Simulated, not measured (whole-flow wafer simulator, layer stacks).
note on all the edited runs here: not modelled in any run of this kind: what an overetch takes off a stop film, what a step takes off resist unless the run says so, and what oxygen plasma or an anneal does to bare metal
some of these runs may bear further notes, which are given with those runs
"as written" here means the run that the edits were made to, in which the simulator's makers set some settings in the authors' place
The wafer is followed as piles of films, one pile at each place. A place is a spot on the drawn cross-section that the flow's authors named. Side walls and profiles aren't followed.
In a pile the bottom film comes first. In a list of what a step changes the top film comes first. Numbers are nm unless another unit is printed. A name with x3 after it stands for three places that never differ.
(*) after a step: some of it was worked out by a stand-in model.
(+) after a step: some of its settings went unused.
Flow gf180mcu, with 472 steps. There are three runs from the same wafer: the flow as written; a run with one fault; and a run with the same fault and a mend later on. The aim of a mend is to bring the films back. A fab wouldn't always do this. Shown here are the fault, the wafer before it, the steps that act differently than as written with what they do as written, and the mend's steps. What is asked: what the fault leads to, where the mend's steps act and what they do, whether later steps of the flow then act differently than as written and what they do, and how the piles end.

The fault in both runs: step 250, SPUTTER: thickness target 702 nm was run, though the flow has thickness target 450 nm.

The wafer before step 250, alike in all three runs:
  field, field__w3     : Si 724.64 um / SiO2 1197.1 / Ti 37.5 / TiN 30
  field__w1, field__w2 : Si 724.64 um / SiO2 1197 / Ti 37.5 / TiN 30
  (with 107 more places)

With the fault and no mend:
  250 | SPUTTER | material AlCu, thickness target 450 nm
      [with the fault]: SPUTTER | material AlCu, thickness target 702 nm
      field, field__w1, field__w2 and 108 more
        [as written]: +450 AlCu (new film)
        [with the fault]: +702 AlCu (new film)
  Steps further on in the flow that do not act as written:
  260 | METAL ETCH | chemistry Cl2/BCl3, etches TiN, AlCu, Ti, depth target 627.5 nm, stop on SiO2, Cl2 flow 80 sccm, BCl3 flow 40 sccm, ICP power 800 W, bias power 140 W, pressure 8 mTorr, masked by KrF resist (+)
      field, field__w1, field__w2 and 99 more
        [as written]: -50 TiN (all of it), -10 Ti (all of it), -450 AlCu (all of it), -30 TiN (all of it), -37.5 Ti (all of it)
        [with the fault]: -50 TiN (all of it), -10 Ti (all of it), -567.5 AlCu
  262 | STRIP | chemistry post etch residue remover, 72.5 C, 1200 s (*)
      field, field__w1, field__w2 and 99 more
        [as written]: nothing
        [with the fault]: -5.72 AlCu
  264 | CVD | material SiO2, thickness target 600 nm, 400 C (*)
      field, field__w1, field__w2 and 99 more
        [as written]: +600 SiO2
        [with the fault]: +600 SiO2 (new film)
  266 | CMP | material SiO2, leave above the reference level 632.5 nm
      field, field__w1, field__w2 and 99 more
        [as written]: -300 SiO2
        [with the fault]: -244.3 SiO2
  At field, field__w1, field__w2 and 109 more, the piles at the end differ from the flow's by more than 2% or 0.5 nm, whichever is larger.
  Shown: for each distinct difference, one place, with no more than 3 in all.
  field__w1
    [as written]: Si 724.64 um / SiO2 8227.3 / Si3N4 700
    [with the fault]: Si 724.64 um / SiO2 1197 / Ti 37.5 / TiN 30 / AlCu 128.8 / SiO2 7086 / Si3N4 700
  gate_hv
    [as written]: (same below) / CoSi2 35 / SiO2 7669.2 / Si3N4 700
    [with the fault]: (same below) / CoSi2 35 / SiO2 638.9 / Ti 37.5 / TiN 30 / AlCu 128.8 / SiO2 7086 / Si3N4 700
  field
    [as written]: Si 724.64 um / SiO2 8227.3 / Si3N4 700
    [with the fault]: Si 724.64 um / SiO2 1197.1 / Ti 37.5 / TiN 30 / AlCu 128.8 / SiO2 7086 / Si3N4 700

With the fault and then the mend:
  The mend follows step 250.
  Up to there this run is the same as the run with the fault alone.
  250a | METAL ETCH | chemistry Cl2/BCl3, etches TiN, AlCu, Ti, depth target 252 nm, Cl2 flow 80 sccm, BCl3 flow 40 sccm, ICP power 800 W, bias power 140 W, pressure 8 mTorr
      field, field__w1, field__w2 and 108 more
        -252 AlCu
  None of the later steps of the flow acts differently than as written at any place that is followed.
  At every place that both follow, the piles at the end match the flow's.
